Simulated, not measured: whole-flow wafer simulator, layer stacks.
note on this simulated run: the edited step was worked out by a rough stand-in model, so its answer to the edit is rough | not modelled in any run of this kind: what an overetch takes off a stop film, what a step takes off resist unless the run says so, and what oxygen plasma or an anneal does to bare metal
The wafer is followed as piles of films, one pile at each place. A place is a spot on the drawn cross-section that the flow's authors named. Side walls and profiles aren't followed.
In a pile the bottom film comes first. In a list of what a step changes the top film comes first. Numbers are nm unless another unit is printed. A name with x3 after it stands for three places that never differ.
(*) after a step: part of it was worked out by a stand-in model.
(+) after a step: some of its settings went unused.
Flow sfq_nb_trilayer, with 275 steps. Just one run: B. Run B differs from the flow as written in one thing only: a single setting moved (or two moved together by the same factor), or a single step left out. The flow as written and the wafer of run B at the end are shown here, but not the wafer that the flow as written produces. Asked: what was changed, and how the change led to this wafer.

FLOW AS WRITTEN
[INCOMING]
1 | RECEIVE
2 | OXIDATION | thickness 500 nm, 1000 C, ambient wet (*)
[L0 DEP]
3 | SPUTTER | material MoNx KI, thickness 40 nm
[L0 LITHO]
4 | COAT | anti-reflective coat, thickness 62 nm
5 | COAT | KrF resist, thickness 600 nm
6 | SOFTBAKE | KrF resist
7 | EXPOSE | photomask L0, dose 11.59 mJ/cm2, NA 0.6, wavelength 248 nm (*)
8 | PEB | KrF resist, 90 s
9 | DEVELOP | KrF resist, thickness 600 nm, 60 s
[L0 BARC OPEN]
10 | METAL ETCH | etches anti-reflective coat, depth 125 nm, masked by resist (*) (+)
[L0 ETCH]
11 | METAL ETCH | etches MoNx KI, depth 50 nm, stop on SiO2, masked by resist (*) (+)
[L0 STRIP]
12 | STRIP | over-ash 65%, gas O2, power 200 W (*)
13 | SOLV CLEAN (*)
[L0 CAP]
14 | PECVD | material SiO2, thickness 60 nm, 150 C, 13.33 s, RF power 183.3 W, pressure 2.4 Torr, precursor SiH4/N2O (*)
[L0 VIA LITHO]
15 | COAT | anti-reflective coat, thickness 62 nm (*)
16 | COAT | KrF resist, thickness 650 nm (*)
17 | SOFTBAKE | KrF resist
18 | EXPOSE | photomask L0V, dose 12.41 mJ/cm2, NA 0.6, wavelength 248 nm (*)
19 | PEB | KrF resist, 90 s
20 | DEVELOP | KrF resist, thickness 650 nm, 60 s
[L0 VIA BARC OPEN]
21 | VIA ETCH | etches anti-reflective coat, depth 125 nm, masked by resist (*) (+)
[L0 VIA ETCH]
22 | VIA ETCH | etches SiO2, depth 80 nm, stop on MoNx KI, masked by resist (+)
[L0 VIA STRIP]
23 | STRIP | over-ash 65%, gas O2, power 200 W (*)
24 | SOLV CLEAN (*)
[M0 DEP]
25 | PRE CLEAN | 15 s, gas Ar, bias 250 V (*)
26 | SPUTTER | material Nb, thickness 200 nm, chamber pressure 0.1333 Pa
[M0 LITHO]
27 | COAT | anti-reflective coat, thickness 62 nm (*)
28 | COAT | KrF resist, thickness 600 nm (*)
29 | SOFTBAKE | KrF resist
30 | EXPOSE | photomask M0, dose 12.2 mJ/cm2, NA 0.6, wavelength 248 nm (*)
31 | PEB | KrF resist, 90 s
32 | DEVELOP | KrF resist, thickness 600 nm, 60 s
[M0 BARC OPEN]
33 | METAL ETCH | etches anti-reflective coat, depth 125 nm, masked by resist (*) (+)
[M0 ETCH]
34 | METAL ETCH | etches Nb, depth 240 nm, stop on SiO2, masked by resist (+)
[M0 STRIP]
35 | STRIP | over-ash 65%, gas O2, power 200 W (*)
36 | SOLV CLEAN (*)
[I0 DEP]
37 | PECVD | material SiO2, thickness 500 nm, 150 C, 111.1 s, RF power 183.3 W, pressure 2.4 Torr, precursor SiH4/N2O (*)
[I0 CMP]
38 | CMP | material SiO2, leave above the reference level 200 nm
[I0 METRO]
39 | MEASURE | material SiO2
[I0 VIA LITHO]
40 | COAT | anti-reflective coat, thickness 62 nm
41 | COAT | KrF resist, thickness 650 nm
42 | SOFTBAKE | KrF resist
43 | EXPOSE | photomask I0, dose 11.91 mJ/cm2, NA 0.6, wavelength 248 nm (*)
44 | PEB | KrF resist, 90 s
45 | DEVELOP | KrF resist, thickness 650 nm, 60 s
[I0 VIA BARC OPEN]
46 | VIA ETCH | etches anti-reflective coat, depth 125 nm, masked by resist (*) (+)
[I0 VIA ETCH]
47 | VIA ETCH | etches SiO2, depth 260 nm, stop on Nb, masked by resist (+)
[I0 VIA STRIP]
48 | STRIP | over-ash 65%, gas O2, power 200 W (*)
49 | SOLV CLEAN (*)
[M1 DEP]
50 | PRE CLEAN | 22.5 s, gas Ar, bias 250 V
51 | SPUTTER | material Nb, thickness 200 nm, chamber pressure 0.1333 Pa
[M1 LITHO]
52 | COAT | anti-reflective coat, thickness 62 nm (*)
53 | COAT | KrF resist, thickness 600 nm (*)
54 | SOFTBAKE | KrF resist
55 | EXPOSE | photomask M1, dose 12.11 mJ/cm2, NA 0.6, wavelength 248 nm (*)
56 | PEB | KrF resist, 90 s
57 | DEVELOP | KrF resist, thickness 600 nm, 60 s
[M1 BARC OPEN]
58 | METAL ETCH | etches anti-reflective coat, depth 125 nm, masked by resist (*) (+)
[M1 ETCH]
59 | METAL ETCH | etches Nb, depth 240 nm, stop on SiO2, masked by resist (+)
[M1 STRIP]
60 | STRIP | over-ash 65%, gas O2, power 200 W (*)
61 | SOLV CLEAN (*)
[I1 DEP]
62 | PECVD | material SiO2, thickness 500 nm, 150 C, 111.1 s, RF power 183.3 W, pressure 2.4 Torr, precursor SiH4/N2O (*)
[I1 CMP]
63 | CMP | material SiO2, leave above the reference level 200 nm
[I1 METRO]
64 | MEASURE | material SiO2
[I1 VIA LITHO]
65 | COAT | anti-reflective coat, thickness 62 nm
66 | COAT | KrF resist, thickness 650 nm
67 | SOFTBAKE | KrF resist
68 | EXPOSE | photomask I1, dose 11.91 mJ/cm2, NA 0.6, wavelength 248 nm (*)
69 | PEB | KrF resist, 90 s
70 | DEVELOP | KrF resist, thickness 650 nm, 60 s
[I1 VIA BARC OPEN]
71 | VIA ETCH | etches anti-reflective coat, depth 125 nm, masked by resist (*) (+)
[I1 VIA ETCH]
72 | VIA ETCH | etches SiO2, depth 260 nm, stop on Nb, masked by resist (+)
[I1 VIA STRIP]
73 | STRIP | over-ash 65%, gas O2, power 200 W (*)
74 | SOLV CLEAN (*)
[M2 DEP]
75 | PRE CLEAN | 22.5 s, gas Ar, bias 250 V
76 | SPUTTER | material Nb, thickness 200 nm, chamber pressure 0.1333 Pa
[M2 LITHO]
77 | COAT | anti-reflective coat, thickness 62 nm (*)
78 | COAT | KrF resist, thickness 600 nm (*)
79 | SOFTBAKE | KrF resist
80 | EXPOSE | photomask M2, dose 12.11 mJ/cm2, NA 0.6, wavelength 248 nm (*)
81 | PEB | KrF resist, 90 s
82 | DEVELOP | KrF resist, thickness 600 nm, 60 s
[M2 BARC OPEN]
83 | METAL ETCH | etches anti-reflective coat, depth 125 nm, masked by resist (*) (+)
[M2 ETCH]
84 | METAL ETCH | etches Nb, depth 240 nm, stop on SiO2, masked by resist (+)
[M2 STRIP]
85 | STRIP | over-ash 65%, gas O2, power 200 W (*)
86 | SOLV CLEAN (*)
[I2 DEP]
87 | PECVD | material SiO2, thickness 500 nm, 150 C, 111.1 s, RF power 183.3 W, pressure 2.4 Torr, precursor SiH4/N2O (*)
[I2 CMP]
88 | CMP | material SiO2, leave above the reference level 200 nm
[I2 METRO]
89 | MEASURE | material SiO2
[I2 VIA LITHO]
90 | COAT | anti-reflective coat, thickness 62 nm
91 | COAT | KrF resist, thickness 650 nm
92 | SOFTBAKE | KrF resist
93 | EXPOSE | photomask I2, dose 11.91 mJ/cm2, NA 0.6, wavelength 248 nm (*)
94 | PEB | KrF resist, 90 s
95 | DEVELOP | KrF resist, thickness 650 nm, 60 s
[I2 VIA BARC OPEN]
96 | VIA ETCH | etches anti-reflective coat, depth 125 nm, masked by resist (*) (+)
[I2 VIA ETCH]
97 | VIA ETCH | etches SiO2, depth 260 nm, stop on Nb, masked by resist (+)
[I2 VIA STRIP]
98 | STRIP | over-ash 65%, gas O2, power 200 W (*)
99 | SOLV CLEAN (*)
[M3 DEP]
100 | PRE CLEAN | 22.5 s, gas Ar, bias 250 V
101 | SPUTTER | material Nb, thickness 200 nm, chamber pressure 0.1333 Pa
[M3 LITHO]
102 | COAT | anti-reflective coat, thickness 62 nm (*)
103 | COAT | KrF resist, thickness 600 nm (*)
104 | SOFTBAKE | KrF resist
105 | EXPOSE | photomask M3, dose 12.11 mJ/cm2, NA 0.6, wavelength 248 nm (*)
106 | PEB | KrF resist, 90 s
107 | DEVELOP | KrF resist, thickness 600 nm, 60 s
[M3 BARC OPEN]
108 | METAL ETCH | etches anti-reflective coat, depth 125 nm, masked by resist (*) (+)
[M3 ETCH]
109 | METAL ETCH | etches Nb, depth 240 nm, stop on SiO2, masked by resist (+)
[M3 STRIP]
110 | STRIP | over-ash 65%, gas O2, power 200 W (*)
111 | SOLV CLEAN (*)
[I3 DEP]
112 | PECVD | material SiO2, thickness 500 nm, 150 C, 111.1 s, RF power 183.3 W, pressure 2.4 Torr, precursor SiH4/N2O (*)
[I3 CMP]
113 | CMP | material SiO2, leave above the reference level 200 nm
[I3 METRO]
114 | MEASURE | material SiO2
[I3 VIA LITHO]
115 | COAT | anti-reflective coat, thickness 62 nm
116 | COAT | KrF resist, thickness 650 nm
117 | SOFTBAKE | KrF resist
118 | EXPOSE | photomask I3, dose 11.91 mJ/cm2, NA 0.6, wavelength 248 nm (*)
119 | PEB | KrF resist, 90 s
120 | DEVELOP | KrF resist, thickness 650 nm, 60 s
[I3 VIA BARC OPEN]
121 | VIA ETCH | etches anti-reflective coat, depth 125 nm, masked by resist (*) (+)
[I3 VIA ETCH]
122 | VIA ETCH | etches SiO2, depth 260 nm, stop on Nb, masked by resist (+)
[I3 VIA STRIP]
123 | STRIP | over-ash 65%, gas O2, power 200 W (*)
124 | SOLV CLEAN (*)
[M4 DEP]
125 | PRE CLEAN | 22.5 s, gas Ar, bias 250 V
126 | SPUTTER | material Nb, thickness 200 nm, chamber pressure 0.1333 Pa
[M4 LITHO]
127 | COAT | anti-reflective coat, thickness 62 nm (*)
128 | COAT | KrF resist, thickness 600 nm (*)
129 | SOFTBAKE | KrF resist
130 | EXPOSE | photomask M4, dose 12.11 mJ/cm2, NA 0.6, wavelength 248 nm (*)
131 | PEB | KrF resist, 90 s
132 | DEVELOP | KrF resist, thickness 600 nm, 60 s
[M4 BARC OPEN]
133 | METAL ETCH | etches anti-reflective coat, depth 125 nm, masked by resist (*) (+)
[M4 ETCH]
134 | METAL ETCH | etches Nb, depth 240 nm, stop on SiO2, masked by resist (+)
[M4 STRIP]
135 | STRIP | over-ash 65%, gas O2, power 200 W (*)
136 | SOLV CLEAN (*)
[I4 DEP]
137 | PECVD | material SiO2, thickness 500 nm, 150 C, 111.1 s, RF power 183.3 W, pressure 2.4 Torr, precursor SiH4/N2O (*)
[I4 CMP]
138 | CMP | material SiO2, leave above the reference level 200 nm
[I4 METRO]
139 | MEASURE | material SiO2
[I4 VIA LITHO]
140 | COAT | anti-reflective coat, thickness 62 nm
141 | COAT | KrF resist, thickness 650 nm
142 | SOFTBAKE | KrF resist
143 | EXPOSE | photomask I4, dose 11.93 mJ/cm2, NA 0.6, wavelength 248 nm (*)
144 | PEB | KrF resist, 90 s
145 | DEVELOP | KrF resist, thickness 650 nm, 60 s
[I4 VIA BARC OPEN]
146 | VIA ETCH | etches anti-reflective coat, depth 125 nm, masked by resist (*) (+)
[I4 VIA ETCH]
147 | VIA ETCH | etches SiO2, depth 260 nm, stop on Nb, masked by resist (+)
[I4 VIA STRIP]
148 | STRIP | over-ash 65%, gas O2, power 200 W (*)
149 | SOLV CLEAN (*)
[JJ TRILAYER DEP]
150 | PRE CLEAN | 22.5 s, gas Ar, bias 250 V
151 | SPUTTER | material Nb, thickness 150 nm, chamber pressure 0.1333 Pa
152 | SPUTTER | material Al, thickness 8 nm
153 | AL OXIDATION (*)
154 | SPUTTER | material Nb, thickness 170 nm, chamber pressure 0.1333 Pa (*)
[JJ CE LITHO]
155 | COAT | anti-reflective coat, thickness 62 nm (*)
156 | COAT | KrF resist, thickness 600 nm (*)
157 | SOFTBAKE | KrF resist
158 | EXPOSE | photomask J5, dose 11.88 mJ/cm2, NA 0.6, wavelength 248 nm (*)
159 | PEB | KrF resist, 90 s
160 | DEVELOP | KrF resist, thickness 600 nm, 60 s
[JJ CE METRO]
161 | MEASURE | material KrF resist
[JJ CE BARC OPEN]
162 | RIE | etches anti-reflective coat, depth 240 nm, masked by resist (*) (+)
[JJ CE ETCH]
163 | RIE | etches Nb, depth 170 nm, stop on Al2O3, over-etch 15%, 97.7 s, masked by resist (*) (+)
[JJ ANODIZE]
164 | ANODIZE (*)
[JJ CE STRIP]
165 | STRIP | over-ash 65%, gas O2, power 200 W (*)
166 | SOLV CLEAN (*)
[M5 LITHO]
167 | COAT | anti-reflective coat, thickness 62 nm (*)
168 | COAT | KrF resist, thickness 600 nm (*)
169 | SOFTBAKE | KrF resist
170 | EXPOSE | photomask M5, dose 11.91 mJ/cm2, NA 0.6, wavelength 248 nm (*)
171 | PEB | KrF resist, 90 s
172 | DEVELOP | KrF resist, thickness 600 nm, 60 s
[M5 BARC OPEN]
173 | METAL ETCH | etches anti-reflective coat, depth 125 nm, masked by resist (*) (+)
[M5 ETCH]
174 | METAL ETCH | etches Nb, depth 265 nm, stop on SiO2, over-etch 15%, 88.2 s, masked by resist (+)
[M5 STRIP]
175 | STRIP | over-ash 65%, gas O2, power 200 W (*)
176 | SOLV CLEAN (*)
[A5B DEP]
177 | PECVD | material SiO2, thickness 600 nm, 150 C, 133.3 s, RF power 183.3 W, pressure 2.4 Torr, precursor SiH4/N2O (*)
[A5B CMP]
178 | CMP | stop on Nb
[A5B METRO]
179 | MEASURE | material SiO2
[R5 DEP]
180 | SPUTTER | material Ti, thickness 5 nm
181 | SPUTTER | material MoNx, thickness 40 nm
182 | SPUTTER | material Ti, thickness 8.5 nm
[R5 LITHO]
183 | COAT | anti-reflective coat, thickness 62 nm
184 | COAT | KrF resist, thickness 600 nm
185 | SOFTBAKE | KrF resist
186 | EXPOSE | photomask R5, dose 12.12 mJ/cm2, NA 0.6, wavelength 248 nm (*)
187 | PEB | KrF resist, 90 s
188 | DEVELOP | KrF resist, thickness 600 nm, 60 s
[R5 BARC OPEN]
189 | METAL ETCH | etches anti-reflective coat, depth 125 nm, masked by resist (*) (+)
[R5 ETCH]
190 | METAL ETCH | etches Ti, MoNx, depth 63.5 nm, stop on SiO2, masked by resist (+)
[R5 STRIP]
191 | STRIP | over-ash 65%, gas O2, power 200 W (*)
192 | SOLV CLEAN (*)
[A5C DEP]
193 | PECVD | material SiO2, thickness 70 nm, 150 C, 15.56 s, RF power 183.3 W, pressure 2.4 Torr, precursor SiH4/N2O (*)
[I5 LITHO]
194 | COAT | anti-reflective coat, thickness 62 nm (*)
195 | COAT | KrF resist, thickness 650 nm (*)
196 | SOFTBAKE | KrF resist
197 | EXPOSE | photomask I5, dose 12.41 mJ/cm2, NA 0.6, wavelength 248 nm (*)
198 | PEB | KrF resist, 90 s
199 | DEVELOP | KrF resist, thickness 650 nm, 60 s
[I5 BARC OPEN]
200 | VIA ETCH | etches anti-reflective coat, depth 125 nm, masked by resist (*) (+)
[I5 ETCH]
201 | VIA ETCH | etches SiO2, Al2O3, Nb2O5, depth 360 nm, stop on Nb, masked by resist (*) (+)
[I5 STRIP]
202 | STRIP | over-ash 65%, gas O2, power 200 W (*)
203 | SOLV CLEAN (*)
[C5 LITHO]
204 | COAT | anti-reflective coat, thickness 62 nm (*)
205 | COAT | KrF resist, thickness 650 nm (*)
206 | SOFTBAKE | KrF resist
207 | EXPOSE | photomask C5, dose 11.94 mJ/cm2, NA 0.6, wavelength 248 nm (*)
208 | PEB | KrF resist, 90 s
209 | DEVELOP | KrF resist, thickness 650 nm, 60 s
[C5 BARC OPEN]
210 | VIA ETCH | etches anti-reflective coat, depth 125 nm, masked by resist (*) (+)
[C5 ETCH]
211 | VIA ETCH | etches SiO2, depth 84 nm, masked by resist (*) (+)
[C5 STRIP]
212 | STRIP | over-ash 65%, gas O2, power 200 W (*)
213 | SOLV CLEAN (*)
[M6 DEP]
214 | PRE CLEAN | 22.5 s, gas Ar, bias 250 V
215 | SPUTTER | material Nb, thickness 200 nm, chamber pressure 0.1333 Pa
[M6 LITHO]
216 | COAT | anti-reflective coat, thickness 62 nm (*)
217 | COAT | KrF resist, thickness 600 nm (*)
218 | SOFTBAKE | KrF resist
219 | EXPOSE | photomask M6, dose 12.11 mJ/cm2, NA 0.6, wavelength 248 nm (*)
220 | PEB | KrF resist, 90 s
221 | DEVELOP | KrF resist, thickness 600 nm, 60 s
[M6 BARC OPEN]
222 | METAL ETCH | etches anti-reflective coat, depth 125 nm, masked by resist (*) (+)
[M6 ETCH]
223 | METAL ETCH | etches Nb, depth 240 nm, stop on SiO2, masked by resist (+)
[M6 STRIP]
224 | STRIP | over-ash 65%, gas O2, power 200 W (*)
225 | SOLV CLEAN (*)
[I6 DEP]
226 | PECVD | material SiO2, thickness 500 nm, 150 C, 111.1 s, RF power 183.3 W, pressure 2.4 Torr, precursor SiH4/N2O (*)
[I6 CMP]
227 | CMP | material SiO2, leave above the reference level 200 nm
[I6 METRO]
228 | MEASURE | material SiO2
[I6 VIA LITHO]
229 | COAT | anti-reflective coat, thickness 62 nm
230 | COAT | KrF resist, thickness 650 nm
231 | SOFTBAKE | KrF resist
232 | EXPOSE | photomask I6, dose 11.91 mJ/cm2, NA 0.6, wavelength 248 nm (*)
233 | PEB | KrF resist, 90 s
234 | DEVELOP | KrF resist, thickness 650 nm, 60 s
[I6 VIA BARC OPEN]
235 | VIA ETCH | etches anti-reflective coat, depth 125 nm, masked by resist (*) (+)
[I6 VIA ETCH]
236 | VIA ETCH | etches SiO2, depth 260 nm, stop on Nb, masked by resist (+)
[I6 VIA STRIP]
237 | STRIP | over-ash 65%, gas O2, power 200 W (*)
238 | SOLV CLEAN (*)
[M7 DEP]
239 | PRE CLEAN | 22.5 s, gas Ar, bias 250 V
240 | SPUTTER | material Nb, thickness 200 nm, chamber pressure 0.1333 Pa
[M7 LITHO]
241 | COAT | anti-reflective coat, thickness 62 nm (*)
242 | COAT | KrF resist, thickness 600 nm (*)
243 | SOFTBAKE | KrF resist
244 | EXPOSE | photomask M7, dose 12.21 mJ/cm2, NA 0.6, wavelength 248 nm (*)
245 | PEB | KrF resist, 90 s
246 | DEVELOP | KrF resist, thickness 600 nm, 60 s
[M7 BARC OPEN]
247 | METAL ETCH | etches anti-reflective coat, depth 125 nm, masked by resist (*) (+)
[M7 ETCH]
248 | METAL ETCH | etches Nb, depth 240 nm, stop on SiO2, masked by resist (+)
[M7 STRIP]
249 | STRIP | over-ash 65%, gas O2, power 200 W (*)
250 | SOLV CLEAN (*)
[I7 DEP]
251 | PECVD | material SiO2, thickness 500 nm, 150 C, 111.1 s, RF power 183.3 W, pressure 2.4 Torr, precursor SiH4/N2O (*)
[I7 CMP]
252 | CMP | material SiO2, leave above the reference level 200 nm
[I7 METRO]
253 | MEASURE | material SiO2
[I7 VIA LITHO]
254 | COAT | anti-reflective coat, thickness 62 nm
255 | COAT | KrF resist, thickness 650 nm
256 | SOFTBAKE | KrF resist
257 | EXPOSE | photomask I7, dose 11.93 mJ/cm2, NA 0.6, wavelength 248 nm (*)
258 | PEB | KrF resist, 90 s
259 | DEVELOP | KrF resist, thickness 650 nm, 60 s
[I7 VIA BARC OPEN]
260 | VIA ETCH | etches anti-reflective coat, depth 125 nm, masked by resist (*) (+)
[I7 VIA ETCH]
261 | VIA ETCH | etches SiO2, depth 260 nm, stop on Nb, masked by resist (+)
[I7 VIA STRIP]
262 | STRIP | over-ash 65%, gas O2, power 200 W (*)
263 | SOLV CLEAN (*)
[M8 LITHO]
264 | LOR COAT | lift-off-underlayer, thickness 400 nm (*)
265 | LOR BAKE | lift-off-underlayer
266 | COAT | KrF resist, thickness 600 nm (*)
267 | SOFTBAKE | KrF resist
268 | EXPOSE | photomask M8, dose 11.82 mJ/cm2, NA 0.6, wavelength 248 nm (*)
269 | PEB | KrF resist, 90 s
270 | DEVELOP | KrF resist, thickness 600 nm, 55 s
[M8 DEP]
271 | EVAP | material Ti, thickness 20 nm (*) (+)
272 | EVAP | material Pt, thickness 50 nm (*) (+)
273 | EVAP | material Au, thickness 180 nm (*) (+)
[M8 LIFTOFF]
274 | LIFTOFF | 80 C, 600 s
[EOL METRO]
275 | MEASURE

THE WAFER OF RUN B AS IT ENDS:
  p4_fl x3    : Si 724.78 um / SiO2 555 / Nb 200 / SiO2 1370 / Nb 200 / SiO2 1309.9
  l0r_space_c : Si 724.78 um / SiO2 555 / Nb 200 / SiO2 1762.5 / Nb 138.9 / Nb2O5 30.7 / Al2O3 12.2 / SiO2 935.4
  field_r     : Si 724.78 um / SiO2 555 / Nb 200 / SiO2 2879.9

What caused this: step 154, SPUTTER: thickness 104 nm was run, whereas the flow has thickness 170 nm.

Step by step, how the change led to this:
  154 | SPUTTER | material Nb, thickness 170 nm, chamber pressure 0.1333 Pa (*)
      field_l, v_sur, via_sp and 100 more: +104 Nb (new film) (it would be, as written: +170 Nb (new film))
      via_wl, via_wr: +85.9 Nb (new film) (it would be, as written: +140.7 Nb (new film))
      (and at 1 other place as well)
  155 | COAT | anti-reflective coat, thickness 62 nm (*)
      via_wl, via_wr: +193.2 anti-reflective coat (new film) (it would be, as written: +209.4 anti-reflective coat (new film))
      via_w: +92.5 anti-reflective coat (new film) (it would be, as written: +97.4 anti-reflective coat (new film))
  162 | RIE | etches anti-reflective coat, depth 240 nm, masked by resist (*) (+)
      ce_l, c5j, ce_r, wl_jj: -193.2 KrF resist (it would be, as written: -209.4 KrF resist)
      via_wl, via_wr: -193.2 anti-reflective coat (all of it) (it would be, as written: -209.4 anti-reflective coat (all of it))
      (and at 1 other place as well)
  163 | RIE | etches Nb, depth 170 nm, stop on Al2O3, over-etch 15%, 97.7 s, masked by resist (*) (+)
      field_l, v_sur, via_sp and 96 more: -104 Nb (all of it), -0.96 Al2O3 (all of it) (it would be, as written: -170 Nb (all of it), -0.51 Al2O3)
      via_wl, via_wr: -85.9 Nb (all of it), -0.96 Al2O3 (all of it) (it would be, as written: -140.7 Nb (all of it), -0.96 Al2O3 (all of it))
      (and at 1 other place as well)
  164 | ANODIZE (*)
      field_l, v_sur, via_sp and 96 more: +12.2 Al2O3 (new film), +30.7 Nb2O5 (new film), -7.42 Al (all of it), -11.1 Nb (it would be, as written: +12.2 Al2O3, +29.9 Nb2O5 (new film), -7.42 Al (all of it), -10.8 Nb)
  165 | STRIP | over-ash 65%, gas O2, power 200 W (*)
      ce_l: -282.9 KrF resist (all of it), -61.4 anti-reflective coat (all of it) (it would be, as written: -266.8 KrF resist (all of it), -61.4 anti-reflective coat (all of it))
      c5j: -283 KrF resist (all of it), -61.5 anti-reflective coat (all of it) (it would be, as written: -266.9 KrF resist (all of it), -61.5 anti-reflective coat (all of it))
      (and at 2 other places as well)
  167 | COAT | anti-reflective coat, thickness 62 nm (*)
      wl_j_sl, wl_j_sr: +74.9 anti-reflective coat (new film) (it would be, as written: +83.3 anti-reflective coat (new film))
      gap: +60.8 anti-reflective coat (new film) (it would be, as written: +58.9 anti-reflective coat (new film))
      (and at 8 other places as well)
  168 | COAT | KrF resist, thickness 600 nm (*)
      ce_l: +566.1 KrF resist (new film) (it would be, as written: +528.3 KrF resist (new film))
      c5j: +550 KrF resist (new film) (it would be, as written: +507.6 KrF resist (new film))
      (and at 2 other places as well)
  173 | METAL ETCH | etches anti-reflective coat, depth 125 nm, masked by resist (*) (+)
      wl_a_sl: -61.6 anti-reflective coat (all of it) (it would be, as written: -59.7 anti-reflective coat (all of it), -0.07 Al2O3)
  174 | METAL ETCH | etches Nb, depth 265 nm, stop on SiO2, over-etch 15%, 88.2 s, masked by resist (+)
      field_l, r_sur, res and 50 more: -12.2 Al2O3 (all of it), -30.7 Nb2O5 (all of it), -138.9 Nb (all of it), -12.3 SiO2 (it would be, as written: -12.6 Al2O3 (all of it), -29.9 Nb2O5 (all of it), -139.2 Nb (all of it), -12.3 SiO2)
  175 | STRIP | over-ash 65%, gas O2, power 200 W (*)
      wl_j_sl, wl_j_sr: -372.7 KrF resist (all of it), -74.9 anti-reflective coat (all of it) (it would be, as written: -378 KrF resist (all of it), -83.3 anti-reflective coat (all of it))
      gap: -375.9 KrF resist (all of it), -60.8 anti-reflective coat (all of it) (it would be, as written: -383.4 KrF resist (all of it), -58.9 anti-reflective coat (all of it))
      (and at 7 other places as well)
  178 | CMP | stop on Nb
      v_sur, via_sp, via_v and 43 more: -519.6 SiO2 (it would be, as written: -453.5 SiO2)
      field_l, p4_fl x3, p4_w1 x3 and 35 more: -325.3 SiO2 (it would be, as written: -259.3 SiO2)
      (and at 14 other places as well)
  201 | VIA ETCH | etches SiO2, Al2O3, Nb2O5, depth 360 nm, stop on Nb, masked by resist (*) (+)
      be: -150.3 SiO2 (all of it), -12.2 Al2O3 (all of it), -30.7 Nb2O5 (all of it) (it would be, as written: -216.4 SiO2 (all of it), -12.7 Al2O3 (all of it), -29.9 Nb2O5 (all of it))
  204 | COAT | anti-reflective coat, thickness 62 nm (*)
      wire: +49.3 anti-reflective coat (new film) (it would be, as written: +47.4 anti-reflective coat (new film))
      be: +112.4 anti-reflective coat (new film) (it would be, as written: +122.2 anti-reflective coat (new film))
      (and at 1 other place as well)
  205 | COAT | KrF resist, thickness 650 nm (*)
      be: +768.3 KrF resist (new film) (it would be, as written: +815.3 KrF resist (new film))
  212 | STRIP | over-ash 65%, gas O2, power 200 W (*)
      wire: -559.5 KrF resist (all of it), -49.3 anti-reflective coat (all of it) (it would be, as written: -555.8 KrF resist (all of it), -47.4 anti-reflective coat (all of it))
      be: -681.2 KrF resist (all of it), -112.4 anti-reflective coat (all of it) (it would be, as written: -728.2 KrF resist (all of it), -122.2 anti-reflective coat (all of it))
      (and at 1 other place as well)
  ... another 4 steps ...
  226 | PECVD | material SiO2, thickness 500 nm, 150 C, 111.1 s, RF power 183.3 W, pressure 2.4 Torr, precursor SiH4/N2O (*)
      be: +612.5 SiO2 (new film) (it would be, as written: +693.5 SiO2 (new film))
